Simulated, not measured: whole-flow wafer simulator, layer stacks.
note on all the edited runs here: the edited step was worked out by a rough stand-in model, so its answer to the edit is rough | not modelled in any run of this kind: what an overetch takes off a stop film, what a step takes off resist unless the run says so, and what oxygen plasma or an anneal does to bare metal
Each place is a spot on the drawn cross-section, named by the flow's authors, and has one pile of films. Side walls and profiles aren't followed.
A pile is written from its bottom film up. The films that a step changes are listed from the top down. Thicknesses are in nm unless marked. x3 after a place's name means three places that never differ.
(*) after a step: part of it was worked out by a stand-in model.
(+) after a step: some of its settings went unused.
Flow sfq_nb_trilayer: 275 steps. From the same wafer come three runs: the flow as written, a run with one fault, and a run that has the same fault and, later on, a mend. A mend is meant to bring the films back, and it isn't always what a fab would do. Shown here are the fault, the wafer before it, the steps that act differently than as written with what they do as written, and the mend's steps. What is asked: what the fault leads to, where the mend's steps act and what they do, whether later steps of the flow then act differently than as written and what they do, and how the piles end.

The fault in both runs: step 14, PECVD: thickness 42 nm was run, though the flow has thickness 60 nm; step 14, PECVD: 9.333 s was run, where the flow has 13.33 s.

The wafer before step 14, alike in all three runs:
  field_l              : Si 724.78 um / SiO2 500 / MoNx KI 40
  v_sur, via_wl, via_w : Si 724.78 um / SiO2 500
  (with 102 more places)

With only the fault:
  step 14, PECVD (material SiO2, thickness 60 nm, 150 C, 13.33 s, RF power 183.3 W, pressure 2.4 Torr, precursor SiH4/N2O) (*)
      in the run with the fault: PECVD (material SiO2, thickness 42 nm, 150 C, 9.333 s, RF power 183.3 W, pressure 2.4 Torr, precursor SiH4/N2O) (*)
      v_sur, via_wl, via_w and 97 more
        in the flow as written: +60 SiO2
        in the run with the fault: +42 SiO2
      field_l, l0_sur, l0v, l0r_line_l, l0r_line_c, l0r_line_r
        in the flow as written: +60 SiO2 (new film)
        in the run with the fault: +42 SiO2 (new film)
  Steps further on in the flow that do not act as written (11 more steps, not shown, differ only slightly: by at most 2% or 0.5 nm, whichever is larger):
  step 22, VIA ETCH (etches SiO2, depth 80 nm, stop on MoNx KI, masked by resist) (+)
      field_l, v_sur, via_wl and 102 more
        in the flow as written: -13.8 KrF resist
        in the run with the fault: -10.8 KrF resist
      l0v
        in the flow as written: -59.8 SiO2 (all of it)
        in the run with the fault: -41.8 SiO2 (all of it)
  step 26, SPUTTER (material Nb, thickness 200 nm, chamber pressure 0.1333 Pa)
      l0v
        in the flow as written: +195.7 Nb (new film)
        in the run with the fault: +200 Nb (new film)
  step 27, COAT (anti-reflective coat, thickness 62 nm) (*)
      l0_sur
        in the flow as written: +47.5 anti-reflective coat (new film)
        in the run with the fault: +49.4 anti-reflective coat (new film)
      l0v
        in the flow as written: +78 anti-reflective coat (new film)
        in the run with the fault: +72 anti-reflective coat (new film)
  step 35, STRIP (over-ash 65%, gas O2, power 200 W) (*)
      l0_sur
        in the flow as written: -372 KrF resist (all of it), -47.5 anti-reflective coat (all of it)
        in the run with the fault: -373.3 KrF resist (all of it), -49.4 anti-reflective coat (all of it)
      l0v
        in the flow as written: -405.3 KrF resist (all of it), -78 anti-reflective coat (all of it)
        in the run with the fault: -393.4 KrF resist (all of it), -72 anti-reflective coat (all of it)
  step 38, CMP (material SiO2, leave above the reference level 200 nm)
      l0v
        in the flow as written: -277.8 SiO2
        in the run with the fault: -300.1 SiO2
  The piles end different from the flow's at field_l, v_sur, via_wl and 100 more by more than 2% or 0.5 nm, whichever is larger.
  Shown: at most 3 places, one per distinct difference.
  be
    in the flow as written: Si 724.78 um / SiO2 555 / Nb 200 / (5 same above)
    in the run with the fault: Si 724.78 um / SiO2 537 / Nb 200 / (5 same above)
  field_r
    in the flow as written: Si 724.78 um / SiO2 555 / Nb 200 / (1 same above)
    in the run with the fault: Si 724.78 um / SiO2 537 / Nb 200 / (1 same above)
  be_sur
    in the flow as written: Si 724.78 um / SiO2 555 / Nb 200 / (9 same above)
    in the run with the fault: Si 724.78 um / SiO2 537 / Nb 200 / (9 same above)

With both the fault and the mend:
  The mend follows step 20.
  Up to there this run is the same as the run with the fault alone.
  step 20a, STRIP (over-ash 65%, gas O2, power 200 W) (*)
      p4_fl x3, p4_w1 x9, p4_g1 x2 and 59 more
        -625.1 KrF resist (all of it), -62 anti-reflective coat (all of it)
      jj_sur, ce_l, c5j, ce_r, sp_r, be_r, r_sur
        -632 KrF resist (all of it), -63.7 anti-reflective coat (all of it)
      gap, res, r_end
        -632.1 KrF resist (all of it), -63.7 anti-reflective coat (all of it)
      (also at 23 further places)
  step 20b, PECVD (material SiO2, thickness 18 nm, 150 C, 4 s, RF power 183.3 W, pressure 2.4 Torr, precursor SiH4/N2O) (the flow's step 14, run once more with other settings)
      field_l, v_sur, via_wl and 103 more
        +18 SiO2
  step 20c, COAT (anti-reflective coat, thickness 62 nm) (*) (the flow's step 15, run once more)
      p4_fl x3, p4_w1 x9, p4_g1 x2 and 59 more
        +62 anti-reflective coat (new film)
      be_sur, gap, jj_sur and 8 more
        +63.7 anti-reflective coat (new film)
      wire, be, moat, field_r, lsp_l
        +63.8 anti-reflective coat (new film)
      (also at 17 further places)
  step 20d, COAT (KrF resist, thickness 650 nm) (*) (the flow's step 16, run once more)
      p4_fl x3, p4_w1 x9, p4_g1 x2 and 59 more
        +650 KrF resist (new film)
      jj_sur, ce_l, c5j, ce_r, sp_r, be_r, r_sur
        +656.9 KrF resist (new film)
      l0r_line_l, l0r_line_c, l0r_line_r
        +646 KrF resist (new film)
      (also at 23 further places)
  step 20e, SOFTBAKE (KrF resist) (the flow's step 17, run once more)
      does not change any film at any place that is followed
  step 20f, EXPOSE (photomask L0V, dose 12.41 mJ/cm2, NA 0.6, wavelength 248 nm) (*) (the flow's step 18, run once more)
      does not change any film at any place that is followed
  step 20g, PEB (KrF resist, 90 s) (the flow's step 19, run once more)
      p4_fl x3, p4_w1 x9, p4_g1 x2 and 59 more
        -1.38 KrF resist
      via_v, wire, be and 15 more
        -1.39 KrF resist
      v_sur, via_w, via_wr, via_sp, lsp_m, ln_m6, lsp_r
        -1.4 KrF resist
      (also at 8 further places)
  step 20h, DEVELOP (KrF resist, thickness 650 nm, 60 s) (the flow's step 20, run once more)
      field_l, v_sur, via_wl and 102 more
        -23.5 KrF resist
      l0v
        -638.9 KrF resist (all of it)
  Later steps of the flow that are run all act as written at every place that is followed, up to a difference of at most 2% or 0.5 nm, whichever is larger.
  At every place that both follow, the piles at the end match the flow's.
